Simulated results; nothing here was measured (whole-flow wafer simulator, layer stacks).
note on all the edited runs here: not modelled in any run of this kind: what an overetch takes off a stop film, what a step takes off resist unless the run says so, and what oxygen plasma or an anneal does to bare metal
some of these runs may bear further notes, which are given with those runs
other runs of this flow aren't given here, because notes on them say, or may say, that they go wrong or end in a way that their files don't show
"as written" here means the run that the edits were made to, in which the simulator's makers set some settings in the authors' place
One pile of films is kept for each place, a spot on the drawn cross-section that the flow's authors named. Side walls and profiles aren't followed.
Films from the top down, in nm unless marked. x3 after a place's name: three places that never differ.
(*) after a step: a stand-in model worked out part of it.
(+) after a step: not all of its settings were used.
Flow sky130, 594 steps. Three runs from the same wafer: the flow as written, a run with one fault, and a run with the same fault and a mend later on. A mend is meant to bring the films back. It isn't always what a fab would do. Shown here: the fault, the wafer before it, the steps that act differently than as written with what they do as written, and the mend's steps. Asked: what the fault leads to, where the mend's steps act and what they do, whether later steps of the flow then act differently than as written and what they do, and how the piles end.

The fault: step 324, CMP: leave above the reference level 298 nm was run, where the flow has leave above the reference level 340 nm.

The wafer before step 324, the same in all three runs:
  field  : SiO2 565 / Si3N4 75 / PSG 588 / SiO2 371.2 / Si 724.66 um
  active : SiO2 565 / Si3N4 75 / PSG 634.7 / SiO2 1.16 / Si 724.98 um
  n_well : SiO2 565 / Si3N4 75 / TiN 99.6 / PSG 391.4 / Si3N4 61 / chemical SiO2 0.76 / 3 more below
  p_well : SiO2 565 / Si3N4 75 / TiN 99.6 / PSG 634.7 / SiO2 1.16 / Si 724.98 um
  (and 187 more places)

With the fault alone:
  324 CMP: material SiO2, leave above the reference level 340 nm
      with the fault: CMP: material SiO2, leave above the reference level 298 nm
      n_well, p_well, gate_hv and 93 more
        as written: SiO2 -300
        with the fault: SiO2 -342
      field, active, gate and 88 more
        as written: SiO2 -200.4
        with the fault: SiO2 -242.4
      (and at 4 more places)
  Later steps of the flow that act differently than as written:
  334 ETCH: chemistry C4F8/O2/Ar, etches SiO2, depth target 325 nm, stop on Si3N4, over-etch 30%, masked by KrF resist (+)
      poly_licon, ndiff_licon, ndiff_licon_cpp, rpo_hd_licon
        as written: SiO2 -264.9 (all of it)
        with the fault: SiO2 -222.9 (all of it)
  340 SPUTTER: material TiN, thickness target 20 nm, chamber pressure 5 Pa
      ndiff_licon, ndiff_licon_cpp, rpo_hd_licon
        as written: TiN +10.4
        with the fault: TiN +11.1
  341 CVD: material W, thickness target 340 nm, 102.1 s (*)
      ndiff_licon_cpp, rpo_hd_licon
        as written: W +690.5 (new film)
        with the fault: W +647.8 (new film)
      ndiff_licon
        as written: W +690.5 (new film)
        with the fault: W +647.9 (new film)
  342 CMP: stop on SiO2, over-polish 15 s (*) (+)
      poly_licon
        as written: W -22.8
        with the fault: W -64.8
  At the end the piles differ from the flow's by more than 2% or 0.5 nm, whichever is larger, at n_well, p_well, gate_hv and 116 more.
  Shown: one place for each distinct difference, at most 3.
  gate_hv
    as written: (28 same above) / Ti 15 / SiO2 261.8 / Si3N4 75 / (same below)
    with the fault: (28 same above) / Ti 15 / SiO2 219.8 / Si3N4 75 / (same below)
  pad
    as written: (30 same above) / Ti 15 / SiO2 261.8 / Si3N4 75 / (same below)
    with the fault: (30 same above) / Ti 15 / SiO2 219.8 / Si3N4 75 / (same below)
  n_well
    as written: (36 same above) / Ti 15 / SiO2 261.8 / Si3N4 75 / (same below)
    with the fault: (36 same above) / Ti 15 / SiO2 219.8 / Si3N4 75 / (same below)

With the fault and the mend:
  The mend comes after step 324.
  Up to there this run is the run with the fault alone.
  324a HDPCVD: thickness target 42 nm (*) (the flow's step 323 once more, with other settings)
      field, active, n_well and 188 more
        SiO2 +42
  No later step of the flow acts differently than as written, at any place that is followed, by more than 2% or 0.5 nm, whichever is larger.
  At the end the piles are the same as the flow's at every place that both follow.
